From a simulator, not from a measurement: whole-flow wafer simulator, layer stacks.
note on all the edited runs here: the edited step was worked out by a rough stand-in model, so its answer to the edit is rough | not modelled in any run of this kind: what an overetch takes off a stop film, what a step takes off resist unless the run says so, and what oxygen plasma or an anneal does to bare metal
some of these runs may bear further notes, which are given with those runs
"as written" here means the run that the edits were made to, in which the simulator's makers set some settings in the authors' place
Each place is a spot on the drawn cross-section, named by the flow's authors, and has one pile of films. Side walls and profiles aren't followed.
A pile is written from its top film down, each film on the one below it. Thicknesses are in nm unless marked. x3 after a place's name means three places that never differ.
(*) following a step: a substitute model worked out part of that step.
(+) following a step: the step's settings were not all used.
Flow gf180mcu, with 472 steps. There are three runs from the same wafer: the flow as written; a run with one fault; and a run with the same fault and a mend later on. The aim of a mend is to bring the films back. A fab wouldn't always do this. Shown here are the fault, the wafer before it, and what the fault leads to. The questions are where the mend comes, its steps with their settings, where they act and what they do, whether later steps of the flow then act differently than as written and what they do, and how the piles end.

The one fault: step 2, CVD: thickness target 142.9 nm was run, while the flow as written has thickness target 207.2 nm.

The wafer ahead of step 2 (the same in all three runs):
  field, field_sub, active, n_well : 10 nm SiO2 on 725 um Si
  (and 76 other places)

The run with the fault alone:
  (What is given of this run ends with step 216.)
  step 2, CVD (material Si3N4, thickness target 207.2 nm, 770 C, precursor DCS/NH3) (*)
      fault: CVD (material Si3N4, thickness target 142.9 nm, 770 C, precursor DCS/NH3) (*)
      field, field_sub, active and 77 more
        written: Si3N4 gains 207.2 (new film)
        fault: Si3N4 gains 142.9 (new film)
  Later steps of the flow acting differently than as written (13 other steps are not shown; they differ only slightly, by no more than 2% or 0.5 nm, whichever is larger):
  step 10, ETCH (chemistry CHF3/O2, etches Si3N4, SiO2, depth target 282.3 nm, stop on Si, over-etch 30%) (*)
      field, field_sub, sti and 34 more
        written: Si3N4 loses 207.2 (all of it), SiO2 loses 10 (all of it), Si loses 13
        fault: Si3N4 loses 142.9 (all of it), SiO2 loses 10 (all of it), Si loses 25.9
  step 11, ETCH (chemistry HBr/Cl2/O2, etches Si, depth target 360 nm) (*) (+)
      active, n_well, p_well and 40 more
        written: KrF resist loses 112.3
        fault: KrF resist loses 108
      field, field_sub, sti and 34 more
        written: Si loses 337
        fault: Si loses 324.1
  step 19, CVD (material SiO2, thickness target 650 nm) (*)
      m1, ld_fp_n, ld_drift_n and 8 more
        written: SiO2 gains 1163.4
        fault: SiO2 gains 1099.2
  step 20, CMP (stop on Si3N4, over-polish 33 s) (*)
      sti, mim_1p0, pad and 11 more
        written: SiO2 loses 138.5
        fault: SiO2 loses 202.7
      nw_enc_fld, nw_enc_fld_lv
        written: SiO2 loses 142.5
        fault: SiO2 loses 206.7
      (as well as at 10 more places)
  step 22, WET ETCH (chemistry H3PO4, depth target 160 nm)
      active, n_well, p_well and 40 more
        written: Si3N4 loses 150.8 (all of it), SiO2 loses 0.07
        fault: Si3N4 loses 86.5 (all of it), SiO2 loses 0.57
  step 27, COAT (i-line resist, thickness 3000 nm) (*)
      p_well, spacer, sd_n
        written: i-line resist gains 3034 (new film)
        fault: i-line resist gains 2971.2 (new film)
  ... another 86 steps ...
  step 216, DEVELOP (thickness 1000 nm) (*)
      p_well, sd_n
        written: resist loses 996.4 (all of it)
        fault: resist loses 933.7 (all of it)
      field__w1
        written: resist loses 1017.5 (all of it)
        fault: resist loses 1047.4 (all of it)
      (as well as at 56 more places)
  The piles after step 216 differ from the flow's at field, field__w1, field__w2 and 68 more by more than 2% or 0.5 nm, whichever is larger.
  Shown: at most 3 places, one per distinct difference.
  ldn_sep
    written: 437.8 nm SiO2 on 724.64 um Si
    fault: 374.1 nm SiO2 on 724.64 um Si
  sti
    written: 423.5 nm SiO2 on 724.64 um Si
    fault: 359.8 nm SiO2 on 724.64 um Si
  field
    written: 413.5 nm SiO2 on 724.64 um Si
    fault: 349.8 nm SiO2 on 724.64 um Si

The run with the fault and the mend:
  After step 9 comes the mend.
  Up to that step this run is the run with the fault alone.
  step 9a, STRIP (chemistry O2/N2, power 2160 W, pressure 1700 mTorr) (*)
      active, n_well, p_well and 40 more
        KrF resist loses 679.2 (all of it)
  step 9b, CVD (material Si3N4, thickness target 64.22 nm, 770 C, precursor DCS/NH3) (*) (a further turn of the flow's step 2, with different settings)
      field, field_sub, active and 77 more
        Si3N4 gains 64.2
  step 9c, HMDS (120 C, 60 s) (a further turn of the flow's step 4)
      leaves every film unchanged at each place that is followed
  step 9d, COAT (KrF resist, thickness 700 nm) (a further turn of the flow's step 5)
      field, field_sub, active and 77 more
        KrF resist gains 700 (new film)
  step 9e, SOFTBAKE (KrF resist) (a further turn of the flow's step 6)
      leaves every film unchanged at each place that is followed
  step 9f, EXPOSE (photomask COMP) (a further turn of the flow's step 7)
      leaves every film unchanged at each place that is followed
  step 9g, PEB (KrF resist, 135 C, 90 s) (a further turn of the flow's step 8)
      field, field_sub, active and 77 more
        KrF resist loses 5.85
  step 9h, DEVELOP (thickness 700 nm, 60 s) (a further turn of the flow's step 9)
      active, n_well, p_well and 40 more
        KrF resist loses 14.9
      field, field_sub, sti and 34 more
        KrF resist loses 694.2 (all of it)
  Every later step of the flow that is run acts as written, at every place that is followed, to within 2% or 0.5 nm, whichever is larger.
  At every place that both follow, the piles at the end match the flow's.
